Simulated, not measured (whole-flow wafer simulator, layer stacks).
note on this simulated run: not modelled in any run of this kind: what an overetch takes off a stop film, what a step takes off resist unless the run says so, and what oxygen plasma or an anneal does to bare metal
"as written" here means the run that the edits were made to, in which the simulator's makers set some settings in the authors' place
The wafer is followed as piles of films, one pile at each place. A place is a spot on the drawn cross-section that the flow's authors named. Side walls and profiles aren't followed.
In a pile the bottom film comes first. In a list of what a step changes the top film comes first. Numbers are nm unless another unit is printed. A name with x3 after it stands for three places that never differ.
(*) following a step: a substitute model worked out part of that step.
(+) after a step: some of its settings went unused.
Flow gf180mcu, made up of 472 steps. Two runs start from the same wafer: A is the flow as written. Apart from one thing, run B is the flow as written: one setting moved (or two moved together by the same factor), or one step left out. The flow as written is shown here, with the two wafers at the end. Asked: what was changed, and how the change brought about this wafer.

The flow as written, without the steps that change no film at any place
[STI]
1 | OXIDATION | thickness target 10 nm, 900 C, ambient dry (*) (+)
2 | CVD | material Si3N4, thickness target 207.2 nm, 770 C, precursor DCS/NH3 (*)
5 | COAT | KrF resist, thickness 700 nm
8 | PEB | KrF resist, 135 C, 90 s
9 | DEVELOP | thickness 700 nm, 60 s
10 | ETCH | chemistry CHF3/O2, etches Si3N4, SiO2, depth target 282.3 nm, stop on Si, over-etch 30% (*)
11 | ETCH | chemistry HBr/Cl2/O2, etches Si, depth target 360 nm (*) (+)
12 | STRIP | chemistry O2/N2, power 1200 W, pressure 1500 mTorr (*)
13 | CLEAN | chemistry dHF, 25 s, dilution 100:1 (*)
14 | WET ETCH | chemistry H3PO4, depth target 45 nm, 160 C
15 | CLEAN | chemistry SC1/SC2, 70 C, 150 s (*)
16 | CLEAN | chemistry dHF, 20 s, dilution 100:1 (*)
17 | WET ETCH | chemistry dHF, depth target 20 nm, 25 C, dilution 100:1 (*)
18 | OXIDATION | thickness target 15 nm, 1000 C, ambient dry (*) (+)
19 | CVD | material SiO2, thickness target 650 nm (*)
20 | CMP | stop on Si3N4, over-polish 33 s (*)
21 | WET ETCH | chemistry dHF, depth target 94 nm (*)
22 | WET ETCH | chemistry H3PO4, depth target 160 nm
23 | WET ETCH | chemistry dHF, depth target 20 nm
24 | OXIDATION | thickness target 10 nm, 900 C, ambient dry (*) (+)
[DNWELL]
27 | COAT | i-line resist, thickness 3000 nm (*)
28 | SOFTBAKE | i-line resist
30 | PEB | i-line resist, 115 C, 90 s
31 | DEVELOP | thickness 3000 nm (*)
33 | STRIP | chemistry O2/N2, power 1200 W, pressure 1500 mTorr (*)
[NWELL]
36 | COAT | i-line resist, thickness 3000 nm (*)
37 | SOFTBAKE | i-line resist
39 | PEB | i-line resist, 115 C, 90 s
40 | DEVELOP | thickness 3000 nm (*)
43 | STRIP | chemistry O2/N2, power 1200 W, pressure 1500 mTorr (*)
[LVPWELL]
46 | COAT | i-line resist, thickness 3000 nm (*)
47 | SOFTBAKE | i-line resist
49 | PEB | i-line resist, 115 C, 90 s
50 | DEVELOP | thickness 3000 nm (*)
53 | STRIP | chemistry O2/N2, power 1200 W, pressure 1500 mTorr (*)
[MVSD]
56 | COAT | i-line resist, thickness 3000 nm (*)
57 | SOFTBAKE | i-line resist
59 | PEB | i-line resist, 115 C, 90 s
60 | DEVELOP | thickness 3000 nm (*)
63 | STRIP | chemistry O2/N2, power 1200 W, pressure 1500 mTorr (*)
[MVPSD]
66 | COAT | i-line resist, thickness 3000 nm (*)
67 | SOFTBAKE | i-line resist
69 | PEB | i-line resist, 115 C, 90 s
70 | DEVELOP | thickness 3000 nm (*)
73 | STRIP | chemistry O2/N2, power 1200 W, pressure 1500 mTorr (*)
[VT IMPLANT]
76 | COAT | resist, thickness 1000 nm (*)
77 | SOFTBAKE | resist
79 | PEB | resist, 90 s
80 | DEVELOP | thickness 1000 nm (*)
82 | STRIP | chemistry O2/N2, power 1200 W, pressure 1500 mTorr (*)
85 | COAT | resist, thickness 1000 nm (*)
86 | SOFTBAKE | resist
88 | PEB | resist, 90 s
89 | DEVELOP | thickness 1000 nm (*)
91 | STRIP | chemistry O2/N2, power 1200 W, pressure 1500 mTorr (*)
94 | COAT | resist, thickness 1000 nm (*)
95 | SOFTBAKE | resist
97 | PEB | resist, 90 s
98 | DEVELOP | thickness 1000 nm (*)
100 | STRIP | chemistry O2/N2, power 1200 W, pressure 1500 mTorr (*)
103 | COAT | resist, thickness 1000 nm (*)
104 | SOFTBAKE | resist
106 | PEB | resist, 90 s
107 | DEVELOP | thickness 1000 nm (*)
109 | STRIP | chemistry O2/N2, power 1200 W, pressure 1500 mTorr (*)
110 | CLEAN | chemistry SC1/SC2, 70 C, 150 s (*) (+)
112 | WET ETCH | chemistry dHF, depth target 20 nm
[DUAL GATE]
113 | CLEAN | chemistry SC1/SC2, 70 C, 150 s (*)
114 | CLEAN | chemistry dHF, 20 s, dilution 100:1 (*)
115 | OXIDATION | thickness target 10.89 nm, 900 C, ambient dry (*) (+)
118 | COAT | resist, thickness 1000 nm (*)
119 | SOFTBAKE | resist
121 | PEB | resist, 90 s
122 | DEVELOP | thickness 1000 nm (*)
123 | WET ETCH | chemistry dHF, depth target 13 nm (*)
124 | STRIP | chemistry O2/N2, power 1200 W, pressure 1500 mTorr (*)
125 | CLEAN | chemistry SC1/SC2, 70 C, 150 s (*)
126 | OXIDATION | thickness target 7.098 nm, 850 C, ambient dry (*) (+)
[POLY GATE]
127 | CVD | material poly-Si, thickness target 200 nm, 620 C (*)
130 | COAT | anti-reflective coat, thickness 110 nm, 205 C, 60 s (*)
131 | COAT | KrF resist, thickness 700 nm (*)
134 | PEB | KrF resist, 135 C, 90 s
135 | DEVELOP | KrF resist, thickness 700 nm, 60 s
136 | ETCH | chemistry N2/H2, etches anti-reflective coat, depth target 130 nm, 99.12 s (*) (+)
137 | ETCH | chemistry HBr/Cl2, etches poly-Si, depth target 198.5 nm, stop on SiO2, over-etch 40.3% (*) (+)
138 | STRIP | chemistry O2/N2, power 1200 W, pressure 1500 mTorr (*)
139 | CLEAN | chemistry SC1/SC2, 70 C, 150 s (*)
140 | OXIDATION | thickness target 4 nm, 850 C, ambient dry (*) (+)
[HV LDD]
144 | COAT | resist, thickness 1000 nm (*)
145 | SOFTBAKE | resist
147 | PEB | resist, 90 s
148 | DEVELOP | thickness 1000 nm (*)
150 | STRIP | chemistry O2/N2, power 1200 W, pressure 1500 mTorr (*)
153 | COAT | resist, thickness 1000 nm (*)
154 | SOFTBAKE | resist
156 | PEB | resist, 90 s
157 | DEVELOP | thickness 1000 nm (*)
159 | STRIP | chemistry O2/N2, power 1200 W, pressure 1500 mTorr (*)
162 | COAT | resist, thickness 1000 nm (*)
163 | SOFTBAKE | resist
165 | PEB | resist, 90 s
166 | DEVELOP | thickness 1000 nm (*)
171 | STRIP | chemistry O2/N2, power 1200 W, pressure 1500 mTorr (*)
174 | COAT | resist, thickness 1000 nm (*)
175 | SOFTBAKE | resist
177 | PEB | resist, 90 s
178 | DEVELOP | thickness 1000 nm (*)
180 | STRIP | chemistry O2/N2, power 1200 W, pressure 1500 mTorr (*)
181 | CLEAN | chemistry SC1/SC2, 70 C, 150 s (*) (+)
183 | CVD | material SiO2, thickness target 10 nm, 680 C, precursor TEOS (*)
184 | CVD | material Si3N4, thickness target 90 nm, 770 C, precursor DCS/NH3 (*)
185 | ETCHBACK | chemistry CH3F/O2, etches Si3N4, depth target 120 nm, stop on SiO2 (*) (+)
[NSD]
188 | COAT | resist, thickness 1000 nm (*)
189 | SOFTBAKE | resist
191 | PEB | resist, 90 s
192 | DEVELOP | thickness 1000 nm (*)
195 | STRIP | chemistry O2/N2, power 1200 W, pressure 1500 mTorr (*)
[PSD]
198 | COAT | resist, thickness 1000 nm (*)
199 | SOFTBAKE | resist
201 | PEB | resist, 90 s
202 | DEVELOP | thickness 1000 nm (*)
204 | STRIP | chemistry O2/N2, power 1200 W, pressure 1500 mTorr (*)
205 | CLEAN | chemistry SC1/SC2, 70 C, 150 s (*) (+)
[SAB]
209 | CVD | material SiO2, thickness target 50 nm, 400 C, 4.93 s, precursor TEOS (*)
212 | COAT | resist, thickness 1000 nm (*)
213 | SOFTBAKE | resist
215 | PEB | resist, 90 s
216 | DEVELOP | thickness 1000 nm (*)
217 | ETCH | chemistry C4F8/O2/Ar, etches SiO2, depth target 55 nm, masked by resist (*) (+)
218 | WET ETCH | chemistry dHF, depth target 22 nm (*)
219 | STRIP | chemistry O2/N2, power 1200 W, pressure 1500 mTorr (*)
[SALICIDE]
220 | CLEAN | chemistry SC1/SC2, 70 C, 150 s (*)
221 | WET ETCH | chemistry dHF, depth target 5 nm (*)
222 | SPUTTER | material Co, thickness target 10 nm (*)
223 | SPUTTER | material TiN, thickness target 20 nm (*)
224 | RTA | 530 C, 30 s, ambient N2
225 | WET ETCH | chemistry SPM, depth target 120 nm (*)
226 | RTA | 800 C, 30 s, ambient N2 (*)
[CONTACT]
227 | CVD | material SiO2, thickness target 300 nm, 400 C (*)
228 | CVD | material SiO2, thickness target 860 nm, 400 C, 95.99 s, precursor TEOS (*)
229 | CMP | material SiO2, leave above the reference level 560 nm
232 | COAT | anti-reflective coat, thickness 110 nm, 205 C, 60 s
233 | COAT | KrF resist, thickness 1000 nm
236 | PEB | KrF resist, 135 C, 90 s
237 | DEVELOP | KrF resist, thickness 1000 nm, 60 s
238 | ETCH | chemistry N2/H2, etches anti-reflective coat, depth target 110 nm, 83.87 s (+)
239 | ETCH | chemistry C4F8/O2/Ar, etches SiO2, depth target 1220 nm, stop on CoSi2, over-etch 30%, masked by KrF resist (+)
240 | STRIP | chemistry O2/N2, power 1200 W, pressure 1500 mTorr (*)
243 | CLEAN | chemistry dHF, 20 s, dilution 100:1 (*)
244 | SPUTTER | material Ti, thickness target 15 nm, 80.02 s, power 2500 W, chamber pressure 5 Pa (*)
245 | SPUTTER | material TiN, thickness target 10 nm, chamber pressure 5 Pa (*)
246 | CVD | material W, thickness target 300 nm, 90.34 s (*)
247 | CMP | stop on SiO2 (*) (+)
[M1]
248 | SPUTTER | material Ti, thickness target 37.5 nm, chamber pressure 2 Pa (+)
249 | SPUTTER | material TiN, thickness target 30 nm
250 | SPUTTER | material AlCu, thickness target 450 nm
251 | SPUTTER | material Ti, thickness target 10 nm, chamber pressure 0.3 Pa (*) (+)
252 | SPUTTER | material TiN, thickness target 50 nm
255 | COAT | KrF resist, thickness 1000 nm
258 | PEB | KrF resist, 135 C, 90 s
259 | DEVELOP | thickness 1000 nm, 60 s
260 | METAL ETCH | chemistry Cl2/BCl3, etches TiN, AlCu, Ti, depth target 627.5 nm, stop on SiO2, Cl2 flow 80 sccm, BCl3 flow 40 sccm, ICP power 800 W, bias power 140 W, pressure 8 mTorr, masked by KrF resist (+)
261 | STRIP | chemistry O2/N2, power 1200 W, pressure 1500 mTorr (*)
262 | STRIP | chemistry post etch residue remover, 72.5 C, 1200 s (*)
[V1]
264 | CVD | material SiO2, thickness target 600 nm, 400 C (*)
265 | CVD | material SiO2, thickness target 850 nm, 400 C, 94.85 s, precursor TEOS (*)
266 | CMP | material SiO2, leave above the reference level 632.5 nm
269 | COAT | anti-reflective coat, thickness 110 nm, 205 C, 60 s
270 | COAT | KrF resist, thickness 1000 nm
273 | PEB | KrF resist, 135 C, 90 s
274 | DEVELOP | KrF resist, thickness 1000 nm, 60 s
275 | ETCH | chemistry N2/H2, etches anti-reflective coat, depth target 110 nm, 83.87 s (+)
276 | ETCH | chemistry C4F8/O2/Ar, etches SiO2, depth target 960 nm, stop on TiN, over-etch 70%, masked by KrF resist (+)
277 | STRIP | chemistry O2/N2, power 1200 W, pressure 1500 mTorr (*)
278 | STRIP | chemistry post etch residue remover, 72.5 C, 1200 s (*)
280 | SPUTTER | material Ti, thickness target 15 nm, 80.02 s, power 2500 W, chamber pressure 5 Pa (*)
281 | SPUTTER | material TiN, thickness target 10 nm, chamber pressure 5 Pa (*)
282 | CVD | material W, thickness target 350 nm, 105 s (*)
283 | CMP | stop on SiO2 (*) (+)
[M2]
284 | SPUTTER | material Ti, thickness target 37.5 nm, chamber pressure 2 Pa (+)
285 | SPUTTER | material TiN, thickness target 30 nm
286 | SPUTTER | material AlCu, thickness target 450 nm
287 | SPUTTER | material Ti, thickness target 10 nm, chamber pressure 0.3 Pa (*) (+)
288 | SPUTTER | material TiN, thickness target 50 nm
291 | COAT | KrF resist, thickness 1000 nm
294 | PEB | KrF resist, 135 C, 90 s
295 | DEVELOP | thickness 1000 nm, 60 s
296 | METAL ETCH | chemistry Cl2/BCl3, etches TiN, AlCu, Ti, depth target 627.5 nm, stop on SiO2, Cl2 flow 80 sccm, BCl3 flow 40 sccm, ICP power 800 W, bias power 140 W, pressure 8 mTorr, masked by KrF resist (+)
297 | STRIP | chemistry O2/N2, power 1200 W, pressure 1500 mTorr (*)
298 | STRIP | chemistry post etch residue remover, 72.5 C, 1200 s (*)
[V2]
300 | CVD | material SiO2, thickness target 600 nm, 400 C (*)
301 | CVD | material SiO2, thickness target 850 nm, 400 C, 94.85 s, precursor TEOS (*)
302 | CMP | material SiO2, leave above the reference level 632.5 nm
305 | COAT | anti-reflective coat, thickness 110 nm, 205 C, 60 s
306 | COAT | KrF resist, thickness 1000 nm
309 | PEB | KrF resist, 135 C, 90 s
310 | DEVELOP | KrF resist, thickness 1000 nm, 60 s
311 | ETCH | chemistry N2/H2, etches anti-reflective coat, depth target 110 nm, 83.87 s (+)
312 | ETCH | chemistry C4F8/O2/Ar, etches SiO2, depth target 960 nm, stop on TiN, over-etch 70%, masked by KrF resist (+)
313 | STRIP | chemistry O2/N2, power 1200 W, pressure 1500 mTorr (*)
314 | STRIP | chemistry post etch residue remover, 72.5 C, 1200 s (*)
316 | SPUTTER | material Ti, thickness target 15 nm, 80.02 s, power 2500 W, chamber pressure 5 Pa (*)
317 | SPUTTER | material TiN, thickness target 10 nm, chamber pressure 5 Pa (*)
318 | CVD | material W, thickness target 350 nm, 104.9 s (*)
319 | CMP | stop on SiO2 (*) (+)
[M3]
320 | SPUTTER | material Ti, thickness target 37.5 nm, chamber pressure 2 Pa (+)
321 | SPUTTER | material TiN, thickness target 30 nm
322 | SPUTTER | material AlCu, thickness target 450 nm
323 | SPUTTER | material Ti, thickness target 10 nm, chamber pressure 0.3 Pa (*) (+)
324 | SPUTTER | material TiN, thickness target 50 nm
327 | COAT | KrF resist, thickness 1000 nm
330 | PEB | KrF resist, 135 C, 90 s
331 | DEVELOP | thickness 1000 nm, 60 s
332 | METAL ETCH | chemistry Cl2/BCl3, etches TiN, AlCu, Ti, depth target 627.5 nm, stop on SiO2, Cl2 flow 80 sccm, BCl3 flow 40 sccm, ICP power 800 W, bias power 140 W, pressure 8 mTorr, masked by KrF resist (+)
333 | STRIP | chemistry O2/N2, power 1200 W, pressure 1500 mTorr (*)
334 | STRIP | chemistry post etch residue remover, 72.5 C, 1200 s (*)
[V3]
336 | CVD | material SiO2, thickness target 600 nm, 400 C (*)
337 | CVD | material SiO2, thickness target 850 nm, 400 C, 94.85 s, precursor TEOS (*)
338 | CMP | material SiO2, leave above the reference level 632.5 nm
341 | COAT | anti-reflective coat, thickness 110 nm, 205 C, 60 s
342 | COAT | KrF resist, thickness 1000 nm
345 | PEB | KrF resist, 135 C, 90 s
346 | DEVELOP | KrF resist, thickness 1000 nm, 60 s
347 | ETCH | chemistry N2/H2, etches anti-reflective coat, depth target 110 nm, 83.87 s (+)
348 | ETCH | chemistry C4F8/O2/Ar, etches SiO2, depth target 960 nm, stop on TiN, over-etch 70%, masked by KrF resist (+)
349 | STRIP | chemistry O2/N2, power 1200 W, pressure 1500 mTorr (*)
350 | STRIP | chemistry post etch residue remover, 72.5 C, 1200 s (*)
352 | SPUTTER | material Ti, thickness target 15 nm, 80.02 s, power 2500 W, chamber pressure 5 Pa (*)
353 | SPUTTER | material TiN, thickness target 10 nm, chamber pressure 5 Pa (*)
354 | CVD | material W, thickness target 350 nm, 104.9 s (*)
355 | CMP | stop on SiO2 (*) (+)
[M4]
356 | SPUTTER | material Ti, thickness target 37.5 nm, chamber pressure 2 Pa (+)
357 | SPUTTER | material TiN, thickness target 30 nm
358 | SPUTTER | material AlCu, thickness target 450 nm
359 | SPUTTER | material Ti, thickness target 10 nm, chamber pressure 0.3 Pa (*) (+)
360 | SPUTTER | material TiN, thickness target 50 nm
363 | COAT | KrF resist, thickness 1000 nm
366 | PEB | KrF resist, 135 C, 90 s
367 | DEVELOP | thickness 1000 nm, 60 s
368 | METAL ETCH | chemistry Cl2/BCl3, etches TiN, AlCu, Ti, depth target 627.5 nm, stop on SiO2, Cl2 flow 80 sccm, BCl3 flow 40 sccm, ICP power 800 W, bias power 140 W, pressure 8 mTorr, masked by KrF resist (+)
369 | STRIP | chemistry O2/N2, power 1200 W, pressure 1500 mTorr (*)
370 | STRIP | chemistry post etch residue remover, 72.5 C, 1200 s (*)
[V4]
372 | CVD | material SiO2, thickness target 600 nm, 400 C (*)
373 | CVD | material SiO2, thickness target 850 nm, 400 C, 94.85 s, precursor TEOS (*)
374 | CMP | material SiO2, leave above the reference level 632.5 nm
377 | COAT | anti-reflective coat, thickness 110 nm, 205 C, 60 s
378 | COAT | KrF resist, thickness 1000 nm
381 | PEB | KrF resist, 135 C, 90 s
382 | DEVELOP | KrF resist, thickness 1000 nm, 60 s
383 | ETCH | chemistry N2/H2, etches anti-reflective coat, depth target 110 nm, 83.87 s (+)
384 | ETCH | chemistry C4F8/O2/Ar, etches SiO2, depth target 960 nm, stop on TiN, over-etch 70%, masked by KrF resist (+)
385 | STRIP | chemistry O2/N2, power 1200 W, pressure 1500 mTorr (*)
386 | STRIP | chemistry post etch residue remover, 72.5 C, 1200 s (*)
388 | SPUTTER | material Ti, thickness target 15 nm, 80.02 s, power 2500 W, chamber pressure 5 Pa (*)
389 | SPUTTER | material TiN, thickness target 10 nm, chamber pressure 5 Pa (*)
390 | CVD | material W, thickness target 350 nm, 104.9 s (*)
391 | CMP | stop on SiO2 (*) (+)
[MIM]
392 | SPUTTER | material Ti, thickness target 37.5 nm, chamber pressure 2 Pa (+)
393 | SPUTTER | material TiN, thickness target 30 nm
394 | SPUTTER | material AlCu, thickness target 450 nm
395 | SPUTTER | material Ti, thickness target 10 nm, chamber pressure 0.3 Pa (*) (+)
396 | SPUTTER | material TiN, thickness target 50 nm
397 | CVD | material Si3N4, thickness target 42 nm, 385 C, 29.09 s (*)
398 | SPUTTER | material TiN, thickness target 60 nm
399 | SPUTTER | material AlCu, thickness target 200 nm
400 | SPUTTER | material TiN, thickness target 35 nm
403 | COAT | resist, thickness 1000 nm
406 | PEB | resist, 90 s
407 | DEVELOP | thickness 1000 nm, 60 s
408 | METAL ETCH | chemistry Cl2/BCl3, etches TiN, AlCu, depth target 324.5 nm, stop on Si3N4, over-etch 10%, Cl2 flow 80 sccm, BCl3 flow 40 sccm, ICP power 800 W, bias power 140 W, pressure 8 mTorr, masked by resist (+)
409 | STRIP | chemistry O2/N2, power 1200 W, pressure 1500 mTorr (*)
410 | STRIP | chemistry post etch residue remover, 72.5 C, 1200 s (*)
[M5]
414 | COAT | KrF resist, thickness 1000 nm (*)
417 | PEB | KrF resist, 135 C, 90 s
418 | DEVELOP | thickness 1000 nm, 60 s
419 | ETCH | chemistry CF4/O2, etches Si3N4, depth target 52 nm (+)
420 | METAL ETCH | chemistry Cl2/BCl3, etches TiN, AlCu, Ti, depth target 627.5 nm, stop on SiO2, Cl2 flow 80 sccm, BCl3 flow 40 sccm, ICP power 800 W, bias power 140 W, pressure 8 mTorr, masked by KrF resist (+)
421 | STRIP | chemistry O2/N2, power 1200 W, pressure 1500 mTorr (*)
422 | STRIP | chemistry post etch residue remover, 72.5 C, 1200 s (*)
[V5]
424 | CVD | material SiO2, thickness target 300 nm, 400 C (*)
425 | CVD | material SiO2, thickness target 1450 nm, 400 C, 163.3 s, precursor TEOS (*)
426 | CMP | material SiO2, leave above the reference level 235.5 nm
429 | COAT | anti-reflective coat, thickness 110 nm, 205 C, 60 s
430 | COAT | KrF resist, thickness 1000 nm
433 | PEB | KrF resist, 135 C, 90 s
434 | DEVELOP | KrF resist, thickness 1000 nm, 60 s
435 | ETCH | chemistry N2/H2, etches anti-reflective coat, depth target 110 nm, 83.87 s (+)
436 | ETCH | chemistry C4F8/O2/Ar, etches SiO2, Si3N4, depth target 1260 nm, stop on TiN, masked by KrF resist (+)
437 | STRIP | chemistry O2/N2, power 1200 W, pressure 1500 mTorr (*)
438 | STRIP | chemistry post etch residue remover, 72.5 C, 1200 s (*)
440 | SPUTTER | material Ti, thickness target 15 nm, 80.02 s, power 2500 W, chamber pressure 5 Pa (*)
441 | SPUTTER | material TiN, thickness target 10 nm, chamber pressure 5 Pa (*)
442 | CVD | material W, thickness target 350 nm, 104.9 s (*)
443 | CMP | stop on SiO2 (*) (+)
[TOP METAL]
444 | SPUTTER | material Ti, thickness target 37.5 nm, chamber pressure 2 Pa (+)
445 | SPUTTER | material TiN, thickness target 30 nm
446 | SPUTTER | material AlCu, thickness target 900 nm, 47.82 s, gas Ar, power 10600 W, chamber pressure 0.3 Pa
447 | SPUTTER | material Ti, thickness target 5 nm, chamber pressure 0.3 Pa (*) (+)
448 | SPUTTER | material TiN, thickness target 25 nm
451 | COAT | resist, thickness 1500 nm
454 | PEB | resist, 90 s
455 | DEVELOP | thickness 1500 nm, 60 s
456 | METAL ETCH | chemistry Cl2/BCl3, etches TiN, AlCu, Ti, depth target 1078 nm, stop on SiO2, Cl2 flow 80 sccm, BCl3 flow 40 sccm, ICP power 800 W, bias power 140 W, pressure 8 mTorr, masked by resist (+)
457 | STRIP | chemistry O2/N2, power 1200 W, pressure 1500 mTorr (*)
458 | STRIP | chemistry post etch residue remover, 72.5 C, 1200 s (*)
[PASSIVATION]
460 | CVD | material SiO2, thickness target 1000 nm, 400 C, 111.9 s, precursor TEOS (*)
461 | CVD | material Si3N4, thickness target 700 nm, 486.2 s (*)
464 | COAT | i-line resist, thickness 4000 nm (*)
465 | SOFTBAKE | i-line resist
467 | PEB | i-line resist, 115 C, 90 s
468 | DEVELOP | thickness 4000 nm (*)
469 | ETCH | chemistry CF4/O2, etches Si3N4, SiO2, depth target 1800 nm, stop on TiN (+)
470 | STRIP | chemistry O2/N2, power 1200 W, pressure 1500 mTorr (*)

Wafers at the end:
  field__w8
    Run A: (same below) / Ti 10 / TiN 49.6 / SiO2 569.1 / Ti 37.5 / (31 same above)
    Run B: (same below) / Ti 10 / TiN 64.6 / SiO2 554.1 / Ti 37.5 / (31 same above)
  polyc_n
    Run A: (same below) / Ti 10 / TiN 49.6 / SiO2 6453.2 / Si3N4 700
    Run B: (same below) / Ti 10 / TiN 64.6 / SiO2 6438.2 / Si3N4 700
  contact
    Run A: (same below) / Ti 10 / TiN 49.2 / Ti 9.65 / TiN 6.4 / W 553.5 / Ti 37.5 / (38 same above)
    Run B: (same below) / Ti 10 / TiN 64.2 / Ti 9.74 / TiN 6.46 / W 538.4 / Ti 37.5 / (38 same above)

What caused this: step 252, SPUTTER: thickness target 65 nm was run, whereas the flow has thickness target 50 nm.

How this came from the change, step by step:
  252 | SPUTTER | material TiN, thickness target 50 nm
      field, field__w1, field__w2 and 108 more: A +50 TiN (new film) | B +65 TiN (new film)
  260 | METAL ETCH | chemistry Cl2/BCl3, etches TiN, AlCu, Ti, depth target 627.5 nm, stop on SiO2, Cl2 flow 80 sccm, BCl3 flow 40 sccm, ICP power 800 W, bias power 140 W, pressure 8 mTorr, masked by KrF resist (+)
      field, field__w1, field__w2 and 99 more: A -50 TiN (all of it), -10 Ti (all of it), -450 AlCu (all of it), -30 TiN (all of it), -37.5 Ti (all of it) | B -65 TiN (all of it), -10 Ti (all of it), -450 AlCu (all of it), -30 TiN (all of it), -37.5 Ti (all of it)
  276 | ETCH | chemistry C4F8/O2/Ar, etches SiO2, depth target 960 nm, stop on TiN, over-etch 70%, masked by KrF resist (+)
      contact: A -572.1 SiO2 (all of it) | B -557.1 SiO2 (all of it)
